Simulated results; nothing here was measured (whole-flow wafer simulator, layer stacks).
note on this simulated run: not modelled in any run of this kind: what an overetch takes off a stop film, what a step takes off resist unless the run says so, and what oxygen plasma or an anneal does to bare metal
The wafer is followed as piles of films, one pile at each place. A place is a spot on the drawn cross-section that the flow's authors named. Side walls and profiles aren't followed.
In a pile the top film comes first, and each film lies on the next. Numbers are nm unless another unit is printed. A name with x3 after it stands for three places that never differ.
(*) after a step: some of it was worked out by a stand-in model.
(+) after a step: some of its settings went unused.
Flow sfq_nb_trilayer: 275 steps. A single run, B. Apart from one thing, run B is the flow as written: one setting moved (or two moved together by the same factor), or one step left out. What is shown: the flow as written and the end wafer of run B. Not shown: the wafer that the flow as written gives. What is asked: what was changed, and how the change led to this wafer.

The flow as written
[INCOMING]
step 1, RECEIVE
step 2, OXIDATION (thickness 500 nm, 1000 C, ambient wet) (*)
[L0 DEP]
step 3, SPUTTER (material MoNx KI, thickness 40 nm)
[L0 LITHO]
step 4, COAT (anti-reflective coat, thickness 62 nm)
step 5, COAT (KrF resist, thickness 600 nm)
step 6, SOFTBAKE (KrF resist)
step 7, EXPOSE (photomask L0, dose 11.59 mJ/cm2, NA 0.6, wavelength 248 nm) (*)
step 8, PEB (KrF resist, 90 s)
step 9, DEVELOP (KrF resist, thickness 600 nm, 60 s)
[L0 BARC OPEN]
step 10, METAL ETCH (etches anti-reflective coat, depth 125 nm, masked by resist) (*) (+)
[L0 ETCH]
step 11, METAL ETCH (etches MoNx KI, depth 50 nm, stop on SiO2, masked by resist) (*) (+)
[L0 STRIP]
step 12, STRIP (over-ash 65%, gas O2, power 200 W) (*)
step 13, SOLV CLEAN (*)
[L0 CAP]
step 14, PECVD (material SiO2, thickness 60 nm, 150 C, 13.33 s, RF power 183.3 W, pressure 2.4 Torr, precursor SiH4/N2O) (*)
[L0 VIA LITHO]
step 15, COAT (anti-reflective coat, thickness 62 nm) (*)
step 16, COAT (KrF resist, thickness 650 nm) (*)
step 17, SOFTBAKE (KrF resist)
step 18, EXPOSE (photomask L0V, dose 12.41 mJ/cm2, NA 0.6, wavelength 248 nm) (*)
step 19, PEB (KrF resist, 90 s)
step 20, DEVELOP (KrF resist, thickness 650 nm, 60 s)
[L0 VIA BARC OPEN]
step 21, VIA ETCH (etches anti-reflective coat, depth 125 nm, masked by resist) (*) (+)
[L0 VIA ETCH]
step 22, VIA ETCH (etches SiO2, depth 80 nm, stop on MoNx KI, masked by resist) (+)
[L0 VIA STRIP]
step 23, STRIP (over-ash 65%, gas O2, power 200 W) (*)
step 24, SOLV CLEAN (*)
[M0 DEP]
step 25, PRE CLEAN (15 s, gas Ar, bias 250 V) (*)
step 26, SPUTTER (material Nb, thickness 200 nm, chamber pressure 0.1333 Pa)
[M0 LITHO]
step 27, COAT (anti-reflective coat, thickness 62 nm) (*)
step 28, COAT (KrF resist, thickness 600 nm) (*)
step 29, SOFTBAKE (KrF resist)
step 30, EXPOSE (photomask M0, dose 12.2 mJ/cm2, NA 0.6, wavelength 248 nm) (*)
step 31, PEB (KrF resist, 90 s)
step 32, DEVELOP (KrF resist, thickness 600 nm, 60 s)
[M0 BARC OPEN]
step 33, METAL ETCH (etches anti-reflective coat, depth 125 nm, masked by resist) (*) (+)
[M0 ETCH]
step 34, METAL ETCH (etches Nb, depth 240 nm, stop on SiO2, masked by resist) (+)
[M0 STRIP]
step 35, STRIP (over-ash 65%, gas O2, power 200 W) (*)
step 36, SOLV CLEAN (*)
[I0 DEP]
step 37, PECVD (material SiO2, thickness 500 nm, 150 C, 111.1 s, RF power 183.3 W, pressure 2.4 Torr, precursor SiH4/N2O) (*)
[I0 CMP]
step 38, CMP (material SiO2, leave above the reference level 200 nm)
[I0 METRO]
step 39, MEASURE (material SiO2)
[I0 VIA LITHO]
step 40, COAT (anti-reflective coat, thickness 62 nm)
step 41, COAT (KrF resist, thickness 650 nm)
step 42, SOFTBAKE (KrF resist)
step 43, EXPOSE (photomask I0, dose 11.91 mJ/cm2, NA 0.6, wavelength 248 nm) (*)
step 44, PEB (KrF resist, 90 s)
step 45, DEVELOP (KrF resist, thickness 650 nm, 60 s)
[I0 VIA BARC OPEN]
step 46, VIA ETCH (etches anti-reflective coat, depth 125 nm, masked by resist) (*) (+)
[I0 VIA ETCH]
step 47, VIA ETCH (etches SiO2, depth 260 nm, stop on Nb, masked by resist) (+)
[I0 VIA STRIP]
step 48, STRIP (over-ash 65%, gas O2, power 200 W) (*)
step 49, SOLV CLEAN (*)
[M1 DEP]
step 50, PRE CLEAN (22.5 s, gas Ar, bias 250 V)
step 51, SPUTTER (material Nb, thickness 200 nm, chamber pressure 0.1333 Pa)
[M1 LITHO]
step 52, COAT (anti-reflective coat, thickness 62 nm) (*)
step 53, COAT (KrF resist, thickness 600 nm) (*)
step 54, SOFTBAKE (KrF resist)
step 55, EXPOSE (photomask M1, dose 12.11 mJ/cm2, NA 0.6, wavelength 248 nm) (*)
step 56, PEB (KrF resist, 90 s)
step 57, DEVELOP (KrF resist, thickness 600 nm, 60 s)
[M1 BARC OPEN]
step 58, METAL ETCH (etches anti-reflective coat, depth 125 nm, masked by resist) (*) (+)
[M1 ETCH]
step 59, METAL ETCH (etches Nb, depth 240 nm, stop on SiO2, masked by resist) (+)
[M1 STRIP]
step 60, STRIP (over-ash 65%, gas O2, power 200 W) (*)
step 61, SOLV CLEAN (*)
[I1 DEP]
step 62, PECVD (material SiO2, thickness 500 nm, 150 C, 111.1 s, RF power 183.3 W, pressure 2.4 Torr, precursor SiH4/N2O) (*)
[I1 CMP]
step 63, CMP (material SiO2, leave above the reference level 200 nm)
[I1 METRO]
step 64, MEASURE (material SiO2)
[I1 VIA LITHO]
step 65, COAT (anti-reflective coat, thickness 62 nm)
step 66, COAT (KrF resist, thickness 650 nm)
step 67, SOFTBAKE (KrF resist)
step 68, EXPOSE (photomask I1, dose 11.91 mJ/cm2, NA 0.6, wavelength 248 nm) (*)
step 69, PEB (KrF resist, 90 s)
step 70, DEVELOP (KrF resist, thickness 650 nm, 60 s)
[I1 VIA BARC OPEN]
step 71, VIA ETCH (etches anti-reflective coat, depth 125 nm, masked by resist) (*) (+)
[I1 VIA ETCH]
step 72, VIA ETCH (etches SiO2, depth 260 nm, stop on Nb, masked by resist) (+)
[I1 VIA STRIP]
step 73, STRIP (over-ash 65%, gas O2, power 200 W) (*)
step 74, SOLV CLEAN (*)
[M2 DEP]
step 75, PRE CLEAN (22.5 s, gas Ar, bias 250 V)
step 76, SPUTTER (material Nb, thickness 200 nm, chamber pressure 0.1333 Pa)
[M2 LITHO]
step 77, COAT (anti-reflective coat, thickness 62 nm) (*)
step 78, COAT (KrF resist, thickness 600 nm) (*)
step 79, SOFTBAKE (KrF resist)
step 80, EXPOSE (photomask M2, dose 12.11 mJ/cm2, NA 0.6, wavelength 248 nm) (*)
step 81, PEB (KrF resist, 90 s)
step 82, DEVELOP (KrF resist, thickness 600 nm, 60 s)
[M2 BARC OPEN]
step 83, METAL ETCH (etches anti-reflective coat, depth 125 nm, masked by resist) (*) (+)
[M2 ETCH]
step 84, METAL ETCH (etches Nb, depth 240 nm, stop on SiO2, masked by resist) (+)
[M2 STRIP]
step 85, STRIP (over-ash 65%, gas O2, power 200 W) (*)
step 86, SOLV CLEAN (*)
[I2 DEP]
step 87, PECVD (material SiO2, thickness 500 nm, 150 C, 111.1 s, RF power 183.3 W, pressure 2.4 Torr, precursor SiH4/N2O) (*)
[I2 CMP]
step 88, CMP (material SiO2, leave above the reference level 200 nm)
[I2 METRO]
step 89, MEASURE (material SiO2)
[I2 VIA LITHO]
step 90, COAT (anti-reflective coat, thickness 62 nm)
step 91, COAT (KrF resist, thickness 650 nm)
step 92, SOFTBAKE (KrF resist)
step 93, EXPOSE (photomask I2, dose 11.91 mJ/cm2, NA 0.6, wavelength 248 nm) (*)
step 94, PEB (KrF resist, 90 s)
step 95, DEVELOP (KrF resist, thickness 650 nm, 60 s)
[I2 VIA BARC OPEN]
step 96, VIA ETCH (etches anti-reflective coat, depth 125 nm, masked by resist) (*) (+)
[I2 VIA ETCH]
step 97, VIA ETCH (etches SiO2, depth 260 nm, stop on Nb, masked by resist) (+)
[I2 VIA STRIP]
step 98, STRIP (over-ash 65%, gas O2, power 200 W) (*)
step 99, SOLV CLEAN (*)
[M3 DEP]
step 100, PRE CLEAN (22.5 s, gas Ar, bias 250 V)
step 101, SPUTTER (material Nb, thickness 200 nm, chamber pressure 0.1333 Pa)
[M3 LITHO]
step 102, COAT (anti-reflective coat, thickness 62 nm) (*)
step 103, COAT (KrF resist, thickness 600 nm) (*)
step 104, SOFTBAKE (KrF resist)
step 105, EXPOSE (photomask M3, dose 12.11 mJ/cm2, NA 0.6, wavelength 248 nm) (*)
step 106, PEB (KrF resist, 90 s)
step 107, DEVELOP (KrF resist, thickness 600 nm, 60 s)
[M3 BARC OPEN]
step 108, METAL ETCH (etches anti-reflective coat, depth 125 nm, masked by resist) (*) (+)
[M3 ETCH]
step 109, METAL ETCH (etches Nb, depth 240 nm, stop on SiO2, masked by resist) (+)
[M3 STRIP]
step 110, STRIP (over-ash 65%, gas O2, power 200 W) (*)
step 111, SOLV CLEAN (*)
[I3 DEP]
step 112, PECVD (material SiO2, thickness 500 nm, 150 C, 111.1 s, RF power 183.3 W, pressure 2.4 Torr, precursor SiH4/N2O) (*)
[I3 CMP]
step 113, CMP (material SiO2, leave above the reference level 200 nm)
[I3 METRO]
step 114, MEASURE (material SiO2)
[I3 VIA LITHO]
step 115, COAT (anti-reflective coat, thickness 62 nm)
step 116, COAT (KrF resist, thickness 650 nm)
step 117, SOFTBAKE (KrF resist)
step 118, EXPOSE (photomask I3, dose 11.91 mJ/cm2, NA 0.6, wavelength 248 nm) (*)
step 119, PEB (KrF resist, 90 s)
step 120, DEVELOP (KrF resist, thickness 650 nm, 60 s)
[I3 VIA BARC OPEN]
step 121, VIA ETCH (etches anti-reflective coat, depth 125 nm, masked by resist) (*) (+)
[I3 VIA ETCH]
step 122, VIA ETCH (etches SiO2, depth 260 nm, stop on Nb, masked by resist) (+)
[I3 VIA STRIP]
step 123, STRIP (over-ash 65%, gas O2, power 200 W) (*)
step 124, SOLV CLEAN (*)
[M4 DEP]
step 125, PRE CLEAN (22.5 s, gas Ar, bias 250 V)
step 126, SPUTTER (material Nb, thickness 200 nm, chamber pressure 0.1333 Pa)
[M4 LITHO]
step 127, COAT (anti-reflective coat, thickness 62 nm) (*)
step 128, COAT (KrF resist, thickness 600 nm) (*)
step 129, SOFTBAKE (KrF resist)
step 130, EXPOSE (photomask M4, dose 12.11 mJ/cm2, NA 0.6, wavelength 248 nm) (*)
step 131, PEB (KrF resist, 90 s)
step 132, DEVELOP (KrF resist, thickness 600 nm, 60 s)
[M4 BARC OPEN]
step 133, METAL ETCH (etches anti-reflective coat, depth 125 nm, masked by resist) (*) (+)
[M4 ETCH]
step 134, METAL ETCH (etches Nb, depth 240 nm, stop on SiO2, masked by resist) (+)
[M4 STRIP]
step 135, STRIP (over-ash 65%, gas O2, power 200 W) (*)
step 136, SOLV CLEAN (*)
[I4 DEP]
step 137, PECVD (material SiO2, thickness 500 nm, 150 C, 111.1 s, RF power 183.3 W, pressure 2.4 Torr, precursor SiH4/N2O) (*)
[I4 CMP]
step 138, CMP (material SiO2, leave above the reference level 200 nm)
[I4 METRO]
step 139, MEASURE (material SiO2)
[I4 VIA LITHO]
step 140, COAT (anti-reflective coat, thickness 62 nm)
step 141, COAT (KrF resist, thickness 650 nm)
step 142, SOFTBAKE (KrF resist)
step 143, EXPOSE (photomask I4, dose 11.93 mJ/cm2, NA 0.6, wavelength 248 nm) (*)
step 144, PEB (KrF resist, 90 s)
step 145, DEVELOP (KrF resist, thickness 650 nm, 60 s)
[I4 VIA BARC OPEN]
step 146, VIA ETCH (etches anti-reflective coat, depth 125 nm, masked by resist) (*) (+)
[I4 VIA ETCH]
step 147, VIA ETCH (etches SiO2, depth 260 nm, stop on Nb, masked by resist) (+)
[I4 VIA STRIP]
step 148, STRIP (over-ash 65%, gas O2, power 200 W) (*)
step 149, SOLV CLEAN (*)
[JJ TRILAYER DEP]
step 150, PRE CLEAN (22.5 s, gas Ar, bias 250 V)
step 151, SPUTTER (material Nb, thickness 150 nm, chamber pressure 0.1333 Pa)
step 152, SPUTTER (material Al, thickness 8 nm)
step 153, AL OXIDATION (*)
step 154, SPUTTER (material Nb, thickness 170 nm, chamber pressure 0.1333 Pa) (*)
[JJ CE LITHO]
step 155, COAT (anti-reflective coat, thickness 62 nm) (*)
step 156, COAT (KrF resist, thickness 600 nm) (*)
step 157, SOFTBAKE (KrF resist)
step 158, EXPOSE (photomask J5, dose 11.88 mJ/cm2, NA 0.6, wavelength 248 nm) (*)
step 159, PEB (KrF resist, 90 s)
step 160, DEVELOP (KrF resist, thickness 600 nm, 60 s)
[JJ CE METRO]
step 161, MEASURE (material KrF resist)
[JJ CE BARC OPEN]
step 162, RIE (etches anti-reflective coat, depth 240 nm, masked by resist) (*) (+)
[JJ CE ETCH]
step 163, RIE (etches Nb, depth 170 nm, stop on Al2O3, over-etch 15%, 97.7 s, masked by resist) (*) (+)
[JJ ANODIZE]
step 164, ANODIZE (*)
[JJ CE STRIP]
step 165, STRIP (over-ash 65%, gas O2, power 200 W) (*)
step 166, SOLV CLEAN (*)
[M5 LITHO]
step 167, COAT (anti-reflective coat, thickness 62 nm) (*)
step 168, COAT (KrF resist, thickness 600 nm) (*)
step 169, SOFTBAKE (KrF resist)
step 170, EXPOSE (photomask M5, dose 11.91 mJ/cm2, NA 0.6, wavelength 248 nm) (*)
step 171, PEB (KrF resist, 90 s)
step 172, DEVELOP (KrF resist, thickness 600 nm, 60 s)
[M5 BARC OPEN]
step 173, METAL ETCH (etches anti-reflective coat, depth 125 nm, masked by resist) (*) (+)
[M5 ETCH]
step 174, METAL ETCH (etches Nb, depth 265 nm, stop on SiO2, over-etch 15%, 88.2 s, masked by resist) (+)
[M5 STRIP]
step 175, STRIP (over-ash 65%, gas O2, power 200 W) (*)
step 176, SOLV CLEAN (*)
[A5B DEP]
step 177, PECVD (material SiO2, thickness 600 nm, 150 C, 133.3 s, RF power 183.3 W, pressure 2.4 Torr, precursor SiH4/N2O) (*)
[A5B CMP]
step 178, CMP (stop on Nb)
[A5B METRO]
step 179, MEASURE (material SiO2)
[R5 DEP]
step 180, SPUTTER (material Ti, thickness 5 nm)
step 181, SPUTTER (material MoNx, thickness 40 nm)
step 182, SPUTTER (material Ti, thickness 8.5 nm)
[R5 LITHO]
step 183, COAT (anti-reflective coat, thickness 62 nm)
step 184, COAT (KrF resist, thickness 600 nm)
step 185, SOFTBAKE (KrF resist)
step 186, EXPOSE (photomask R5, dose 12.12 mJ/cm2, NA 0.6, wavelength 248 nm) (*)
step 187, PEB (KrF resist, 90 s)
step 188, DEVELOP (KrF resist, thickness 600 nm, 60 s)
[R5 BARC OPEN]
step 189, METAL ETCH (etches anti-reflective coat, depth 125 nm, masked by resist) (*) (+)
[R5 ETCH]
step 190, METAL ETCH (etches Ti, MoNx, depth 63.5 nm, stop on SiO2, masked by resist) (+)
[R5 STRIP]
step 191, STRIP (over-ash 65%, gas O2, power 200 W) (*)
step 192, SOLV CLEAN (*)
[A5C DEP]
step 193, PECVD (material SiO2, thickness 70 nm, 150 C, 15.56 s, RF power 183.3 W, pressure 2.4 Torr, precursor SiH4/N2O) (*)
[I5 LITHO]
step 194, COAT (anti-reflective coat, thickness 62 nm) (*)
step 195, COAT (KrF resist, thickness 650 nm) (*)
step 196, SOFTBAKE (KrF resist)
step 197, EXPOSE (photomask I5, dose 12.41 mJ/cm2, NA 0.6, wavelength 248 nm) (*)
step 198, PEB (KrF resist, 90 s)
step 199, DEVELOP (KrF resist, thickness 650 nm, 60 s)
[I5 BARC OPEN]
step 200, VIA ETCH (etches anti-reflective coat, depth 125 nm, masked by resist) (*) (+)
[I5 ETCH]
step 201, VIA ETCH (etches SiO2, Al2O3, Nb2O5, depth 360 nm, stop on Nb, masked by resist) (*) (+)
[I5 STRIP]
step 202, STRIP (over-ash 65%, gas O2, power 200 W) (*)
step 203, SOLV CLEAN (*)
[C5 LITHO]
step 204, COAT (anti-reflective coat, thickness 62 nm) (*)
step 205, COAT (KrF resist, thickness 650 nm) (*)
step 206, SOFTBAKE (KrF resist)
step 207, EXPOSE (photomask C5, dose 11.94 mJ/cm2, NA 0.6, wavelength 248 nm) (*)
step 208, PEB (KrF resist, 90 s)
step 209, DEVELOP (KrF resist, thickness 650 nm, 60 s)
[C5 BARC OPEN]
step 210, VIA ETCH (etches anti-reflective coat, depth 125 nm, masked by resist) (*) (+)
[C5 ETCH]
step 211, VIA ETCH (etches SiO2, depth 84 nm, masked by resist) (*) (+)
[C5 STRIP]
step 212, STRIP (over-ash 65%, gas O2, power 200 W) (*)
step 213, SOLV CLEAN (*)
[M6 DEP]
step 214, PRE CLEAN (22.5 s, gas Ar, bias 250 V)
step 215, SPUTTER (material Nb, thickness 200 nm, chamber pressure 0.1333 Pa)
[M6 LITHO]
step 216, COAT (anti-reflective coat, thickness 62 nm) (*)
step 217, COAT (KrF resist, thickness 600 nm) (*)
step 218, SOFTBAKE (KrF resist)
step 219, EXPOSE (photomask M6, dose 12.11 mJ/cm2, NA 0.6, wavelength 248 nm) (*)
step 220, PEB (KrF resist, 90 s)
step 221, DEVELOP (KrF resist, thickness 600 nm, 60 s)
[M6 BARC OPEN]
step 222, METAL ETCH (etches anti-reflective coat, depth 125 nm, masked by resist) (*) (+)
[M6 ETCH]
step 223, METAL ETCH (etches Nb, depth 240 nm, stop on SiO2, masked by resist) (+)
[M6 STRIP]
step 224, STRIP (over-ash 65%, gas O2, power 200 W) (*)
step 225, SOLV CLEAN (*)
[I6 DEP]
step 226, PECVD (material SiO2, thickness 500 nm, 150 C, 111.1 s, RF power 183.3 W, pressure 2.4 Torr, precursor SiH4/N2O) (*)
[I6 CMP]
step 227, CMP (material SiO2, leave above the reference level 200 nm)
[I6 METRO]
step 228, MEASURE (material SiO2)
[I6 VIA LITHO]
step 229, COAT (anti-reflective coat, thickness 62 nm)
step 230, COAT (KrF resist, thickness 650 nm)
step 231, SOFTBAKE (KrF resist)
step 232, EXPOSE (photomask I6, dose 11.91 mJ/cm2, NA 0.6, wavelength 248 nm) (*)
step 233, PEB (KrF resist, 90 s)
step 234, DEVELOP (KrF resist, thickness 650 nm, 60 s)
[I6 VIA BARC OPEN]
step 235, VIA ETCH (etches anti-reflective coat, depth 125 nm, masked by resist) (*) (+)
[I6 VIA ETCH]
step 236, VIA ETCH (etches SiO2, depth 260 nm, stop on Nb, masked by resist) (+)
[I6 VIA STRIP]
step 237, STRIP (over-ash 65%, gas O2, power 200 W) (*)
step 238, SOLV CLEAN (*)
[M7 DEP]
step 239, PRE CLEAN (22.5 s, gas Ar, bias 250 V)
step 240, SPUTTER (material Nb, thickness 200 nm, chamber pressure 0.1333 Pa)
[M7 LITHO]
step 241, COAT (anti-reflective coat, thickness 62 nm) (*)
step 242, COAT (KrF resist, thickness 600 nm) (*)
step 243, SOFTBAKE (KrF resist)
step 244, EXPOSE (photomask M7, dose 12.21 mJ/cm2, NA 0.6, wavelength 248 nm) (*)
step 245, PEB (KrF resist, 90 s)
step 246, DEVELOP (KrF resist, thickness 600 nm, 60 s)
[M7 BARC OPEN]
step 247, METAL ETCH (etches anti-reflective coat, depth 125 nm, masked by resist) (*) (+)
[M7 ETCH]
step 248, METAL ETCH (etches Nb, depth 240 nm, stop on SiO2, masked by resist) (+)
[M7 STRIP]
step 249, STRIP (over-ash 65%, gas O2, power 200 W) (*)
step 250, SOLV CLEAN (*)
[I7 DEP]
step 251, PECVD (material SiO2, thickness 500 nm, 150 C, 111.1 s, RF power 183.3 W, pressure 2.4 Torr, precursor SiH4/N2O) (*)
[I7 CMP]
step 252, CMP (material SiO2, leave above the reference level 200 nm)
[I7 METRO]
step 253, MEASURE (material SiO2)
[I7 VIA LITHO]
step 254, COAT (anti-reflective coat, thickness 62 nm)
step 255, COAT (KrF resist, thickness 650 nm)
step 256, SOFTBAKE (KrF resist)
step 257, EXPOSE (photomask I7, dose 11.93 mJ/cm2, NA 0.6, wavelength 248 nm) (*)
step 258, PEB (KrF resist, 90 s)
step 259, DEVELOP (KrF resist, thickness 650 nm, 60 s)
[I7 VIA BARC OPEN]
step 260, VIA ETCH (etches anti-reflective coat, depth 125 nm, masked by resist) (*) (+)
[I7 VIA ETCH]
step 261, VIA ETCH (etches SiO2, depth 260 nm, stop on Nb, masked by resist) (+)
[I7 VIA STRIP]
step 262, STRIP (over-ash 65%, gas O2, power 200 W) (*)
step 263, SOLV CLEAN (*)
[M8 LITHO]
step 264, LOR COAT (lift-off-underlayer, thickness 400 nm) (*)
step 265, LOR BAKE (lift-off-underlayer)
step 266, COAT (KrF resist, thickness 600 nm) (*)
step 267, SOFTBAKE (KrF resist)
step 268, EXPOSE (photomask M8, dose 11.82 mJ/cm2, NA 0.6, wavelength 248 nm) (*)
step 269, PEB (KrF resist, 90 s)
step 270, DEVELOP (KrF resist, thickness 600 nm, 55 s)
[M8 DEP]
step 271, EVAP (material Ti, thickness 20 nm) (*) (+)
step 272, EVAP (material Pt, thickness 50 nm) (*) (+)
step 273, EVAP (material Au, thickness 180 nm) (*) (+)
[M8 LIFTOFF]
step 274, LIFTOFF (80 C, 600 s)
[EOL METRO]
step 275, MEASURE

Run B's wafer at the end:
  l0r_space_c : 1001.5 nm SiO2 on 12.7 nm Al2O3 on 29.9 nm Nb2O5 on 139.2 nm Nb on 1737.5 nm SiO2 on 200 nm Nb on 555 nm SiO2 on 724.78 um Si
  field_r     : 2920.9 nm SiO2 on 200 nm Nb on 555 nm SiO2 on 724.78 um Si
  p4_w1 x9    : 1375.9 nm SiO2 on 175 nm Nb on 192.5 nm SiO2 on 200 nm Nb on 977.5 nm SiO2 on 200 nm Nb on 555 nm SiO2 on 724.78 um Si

The reason: step 126, SPUTTER: thickness 175 nm was run, while the flow as written has thickness 200 nm.
The wafer itself shows it: p4_w1 x9 has Nb 175, and step 126 as written asks for 200 nm.

How this came from the change, step by step:
  step 126, SPUTTER (material Nb, thickness 200 nm, chamber pressure 0.1333 Pa)
      field_l, v_sur, via_wl and 102 more: Nb gains 175 (new film) (it would be, as written: Nb gains 200 (new film))
      via_v: Nb gains 144.7 (it would be, as written: Nb gains 165.5)
  step 134, METAL ETCH (etches Nb, depth 240 nm, stop on SiO2, masked by resist) (+)
      field_l, be, be_sur and 64 more: Nb loses 175 (all of it) (it would be, as written: Nb loses 200 (all of it))
  step 137, PECVD (material SiO2, thickness 500 nm, 150 C, 111.1 s, RF power 183.3 W, pressure 2.4 Torr, precursor SiH4/N2O) (*)
      p3_s0 x6: SiO2 gains 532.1 (it would be, as written: SiO2 gains 557.1)
  step 138, CMP (material SiO2, leave above the reference level 200 nm)
      field_l, be, be_sur and 55 more: SiO2 loses 125 (it would be, as written: SiO2 loses 100)
      lsp_r, l0_sur, l0v: SiO2 loses 117.9 (it would be, as written: SiO2 loses 91.9)
